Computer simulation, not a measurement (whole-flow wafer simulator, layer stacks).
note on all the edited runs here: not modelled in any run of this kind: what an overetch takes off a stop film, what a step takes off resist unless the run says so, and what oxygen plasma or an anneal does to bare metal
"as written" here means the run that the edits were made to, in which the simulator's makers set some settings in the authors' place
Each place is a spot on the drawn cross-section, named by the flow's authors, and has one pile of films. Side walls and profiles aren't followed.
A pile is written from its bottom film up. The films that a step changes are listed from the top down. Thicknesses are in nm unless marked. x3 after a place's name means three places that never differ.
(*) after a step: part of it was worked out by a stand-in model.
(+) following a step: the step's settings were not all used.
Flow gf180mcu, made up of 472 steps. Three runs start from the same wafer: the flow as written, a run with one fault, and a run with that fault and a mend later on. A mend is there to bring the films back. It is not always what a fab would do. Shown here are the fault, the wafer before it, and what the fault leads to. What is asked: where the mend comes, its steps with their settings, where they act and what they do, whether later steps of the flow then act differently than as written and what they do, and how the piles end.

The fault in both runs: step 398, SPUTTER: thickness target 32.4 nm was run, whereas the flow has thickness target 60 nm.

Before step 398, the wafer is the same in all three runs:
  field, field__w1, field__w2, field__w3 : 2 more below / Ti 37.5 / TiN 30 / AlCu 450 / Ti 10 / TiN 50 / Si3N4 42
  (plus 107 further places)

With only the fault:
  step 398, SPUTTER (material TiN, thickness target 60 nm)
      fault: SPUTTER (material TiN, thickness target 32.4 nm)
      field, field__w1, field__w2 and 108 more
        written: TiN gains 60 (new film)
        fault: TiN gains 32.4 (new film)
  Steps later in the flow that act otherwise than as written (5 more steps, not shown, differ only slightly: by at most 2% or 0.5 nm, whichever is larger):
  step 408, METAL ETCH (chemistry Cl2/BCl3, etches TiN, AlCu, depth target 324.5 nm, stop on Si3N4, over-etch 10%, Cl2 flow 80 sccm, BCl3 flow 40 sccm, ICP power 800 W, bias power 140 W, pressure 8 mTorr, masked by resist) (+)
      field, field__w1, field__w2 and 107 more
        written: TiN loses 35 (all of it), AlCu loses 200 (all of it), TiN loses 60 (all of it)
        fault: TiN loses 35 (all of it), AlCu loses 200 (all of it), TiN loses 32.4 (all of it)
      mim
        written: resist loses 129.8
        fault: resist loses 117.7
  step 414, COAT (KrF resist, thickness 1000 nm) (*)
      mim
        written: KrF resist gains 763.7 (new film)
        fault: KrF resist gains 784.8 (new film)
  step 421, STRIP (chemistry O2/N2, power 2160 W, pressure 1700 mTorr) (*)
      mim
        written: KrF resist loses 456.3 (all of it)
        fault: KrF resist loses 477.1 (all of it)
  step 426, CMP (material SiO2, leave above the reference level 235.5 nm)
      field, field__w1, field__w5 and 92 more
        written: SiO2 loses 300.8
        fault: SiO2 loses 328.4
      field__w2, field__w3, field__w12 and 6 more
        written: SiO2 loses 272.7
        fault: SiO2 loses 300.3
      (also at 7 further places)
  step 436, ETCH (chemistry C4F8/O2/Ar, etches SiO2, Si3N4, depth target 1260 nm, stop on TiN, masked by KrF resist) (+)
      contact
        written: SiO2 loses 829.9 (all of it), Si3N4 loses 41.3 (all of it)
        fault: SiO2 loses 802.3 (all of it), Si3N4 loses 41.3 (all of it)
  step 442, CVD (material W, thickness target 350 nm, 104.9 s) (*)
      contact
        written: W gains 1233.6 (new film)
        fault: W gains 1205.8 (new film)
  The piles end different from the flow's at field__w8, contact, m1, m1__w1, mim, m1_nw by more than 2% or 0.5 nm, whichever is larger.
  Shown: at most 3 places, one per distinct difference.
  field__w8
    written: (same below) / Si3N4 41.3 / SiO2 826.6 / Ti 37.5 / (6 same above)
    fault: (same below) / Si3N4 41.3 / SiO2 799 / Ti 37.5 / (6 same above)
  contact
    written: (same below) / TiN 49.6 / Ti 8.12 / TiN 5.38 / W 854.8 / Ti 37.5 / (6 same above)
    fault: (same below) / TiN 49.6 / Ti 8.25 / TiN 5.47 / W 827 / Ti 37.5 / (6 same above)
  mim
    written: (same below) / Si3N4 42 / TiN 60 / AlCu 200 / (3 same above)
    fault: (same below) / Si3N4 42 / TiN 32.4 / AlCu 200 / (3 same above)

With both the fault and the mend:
  The mend follows step 398.
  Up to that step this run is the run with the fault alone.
  step 398a, SPUTTER (material TiN, thickness target 27.6 nm) (a further turn of the flow's step 398, with different settings)
      field, field__w1, field__w2 and 108 more
        TiN gains 27.6
  Every later step of the flow that is run acts as written at every place that is followed.
  The piles end the same as the flow's at every place that both follow.
